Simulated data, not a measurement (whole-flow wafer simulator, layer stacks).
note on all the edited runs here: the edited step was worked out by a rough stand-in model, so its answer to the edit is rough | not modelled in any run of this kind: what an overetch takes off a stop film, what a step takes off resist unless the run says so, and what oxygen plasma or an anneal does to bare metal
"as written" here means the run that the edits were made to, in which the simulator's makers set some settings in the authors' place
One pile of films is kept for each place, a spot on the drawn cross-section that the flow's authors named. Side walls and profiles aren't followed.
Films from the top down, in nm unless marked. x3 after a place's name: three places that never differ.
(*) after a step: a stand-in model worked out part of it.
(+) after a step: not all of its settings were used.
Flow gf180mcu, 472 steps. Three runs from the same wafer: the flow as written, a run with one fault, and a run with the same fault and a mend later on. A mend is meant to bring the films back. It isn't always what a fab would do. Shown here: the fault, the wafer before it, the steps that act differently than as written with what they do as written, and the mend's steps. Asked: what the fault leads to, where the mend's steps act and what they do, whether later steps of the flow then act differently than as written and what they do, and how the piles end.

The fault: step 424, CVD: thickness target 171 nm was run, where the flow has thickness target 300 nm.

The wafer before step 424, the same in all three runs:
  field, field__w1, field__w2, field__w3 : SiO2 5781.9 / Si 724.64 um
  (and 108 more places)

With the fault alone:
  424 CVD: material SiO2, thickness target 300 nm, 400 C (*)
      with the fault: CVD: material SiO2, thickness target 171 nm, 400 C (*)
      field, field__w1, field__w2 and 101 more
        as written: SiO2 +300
        with the fault: SiO2 +171
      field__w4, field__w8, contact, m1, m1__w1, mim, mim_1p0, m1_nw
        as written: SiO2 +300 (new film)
        with the fault: SiO2 +171 (new film)
  Later steps of the flow that act differently than as written (1 more step differs only slightly, by at most 2% or 0.5 nm, whichever is larger, and isn't shown):
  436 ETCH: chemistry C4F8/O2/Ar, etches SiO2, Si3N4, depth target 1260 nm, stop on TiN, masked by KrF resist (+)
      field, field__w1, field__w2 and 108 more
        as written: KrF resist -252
        with the fault: KrF resist -222.7
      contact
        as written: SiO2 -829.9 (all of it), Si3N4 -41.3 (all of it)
        with the fault: SiO2 -700.9 (all of it), Si3N4 -41.3 (all of it)
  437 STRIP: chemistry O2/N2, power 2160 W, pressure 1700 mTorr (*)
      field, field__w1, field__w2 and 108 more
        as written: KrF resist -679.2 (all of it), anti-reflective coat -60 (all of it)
        with the fault: KrF resist -708.5 (all of it), anti-reflective coat -60 (all of it)
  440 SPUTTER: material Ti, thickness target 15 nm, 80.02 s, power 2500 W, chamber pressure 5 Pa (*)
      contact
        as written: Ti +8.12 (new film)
        with the fault: Ti +8.75 (new film)
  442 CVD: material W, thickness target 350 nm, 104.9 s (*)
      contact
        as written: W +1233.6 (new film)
        with the fault: W +1103.5 (new film)
  At the end the piles differ from the flow's by more than 2% or 0.5 nm, whichever is larger, at field__w4, field__w8, contact, m1, m1__w1, mim, mim_1p0, m1_nw.
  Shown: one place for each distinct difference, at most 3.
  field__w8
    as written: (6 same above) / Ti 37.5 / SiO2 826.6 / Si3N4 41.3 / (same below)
    with the fault: (6 same above) / Ti 37.5 / SiO2 697.6 / Si3N4 41.3 / (same below)
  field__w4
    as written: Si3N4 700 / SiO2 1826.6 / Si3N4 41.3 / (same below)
    with the fault: Si3N4 700 / SiO2 1697.6 / Si3N4 41.3 / (same below)
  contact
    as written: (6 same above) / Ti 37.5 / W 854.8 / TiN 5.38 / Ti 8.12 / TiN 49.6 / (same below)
    with the fault: (6 same above) / Ti 37.5 / W 724.8 / TiN 5.8 / Ti 8.75 / TiN 49.6 / (same below)

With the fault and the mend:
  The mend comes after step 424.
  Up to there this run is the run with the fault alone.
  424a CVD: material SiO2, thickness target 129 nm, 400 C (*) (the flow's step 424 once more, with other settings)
      field, field__w1, field__w2 and 109 more
        SiO2 +129
  No later step of the flow acts differently than as written at any place that is followed.
  At the end the piles are the same as the flow's at every place that both follow.
